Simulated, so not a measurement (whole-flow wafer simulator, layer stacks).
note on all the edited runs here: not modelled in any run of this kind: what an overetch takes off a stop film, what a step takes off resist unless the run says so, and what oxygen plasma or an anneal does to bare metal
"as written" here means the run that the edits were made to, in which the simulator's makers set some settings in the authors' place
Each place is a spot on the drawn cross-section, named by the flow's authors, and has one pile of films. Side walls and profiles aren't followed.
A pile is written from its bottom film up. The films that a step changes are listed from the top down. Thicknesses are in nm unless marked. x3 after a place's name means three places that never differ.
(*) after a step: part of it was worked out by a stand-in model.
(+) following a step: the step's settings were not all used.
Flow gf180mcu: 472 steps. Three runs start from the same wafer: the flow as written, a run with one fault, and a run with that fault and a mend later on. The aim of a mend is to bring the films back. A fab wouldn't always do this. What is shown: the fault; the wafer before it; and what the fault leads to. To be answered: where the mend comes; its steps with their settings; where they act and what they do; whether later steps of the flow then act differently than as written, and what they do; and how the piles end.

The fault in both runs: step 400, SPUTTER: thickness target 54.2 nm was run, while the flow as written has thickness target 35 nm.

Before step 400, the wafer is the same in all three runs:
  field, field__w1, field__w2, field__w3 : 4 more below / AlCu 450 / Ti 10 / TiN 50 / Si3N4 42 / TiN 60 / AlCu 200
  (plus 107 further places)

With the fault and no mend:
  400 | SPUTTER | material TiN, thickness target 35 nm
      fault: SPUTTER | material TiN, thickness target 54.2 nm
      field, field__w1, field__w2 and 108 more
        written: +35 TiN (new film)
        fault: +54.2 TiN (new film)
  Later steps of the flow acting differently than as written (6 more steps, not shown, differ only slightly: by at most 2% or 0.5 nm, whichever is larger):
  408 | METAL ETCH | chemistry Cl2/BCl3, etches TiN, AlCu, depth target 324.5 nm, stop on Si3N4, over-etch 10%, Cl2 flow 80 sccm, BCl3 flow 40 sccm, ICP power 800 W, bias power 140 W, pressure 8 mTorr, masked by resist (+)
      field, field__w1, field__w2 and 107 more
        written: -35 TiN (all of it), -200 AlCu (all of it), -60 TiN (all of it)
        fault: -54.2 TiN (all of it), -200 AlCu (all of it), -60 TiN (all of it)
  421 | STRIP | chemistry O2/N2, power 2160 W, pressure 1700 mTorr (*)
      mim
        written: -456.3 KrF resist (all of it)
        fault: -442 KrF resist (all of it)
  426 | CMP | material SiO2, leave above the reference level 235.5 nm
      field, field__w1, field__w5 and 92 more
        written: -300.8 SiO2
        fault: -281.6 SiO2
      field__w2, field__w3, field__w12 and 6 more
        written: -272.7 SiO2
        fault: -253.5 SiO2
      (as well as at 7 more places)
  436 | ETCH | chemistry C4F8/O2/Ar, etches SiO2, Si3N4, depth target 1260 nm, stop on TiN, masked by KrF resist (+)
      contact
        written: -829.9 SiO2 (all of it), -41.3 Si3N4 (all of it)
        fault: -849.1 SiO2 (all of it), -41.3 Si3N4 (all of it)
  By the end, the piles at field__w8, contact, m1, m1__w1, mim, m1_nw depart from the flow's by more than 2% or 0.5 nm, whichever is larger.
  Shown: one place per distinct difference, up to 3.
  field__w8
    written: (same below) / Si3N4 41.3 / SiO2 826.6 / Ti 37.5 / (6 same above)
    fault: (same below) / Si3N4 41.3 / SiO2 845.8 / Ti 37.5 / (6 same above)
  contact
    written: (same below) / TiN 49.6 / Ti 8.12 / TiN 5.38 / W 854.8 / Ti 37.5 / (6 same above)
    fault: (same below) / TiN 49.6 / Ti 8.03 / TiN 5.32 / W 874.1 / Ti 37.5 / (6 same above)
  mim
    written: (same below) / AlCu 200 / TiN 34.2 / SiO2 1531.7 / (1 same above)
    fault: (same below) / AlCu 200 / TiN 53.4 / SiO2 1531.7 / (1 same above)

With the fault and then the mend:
  The mend stands after step 407.
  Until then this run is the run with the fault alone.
  407a | STRIP | chemistry O2/N2, power 2160 W, pressure 1700 mTorr (*)
      mim
        -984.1 resist (all of it)
  407b | METAL ETCH | chemistry Cl2/BCl3, etches TiN, AlCu, Ti, depth target 19.2 nm, Cl2 flow 80 sccm, BCl3 flow 40 sccm, ICP power 800 W, bias power 140 W, pressure 8 mTorr (a further turn of the flow's step 260, with different settings)
      field, field__w1, field__w2 and 108 more
        -19.2 TiN
  407c | HMDS | 120 C, 60 s (a further turn of the flow's step 402)
      alters no film at any place that is followed
  407d | COAT | resist, thickness 1000 nm (a further turn of the flow's step 403)
      field, field__w1, field__w2 and 108 more
        +1000 resist (new film)
  407e | SOFTBAKE | resist (a further turn of the flow's step 404)
      alters no film at any place that is followed
  407f | EXPOSE | photomask FuseTop (a further turn of the flow's step 405)
      alters no film at any place that is followed
  407g | PEB | resist, 70.3 s (a further turn of the flow's step 406)
      field, field__w1, field__w2 and 108 more
        -15.9 resist
  407h | DEVELOP | thickness 1000 nm, 60 s (a further turn of the flow's step 407)
      field, field__w1, field__w2 and 107 more
        -984.1 resist (all of it)
  Every later step of the flow that is run acts as written at every place that is followed.
  The piles end the same as the flow's at every place that both follow.
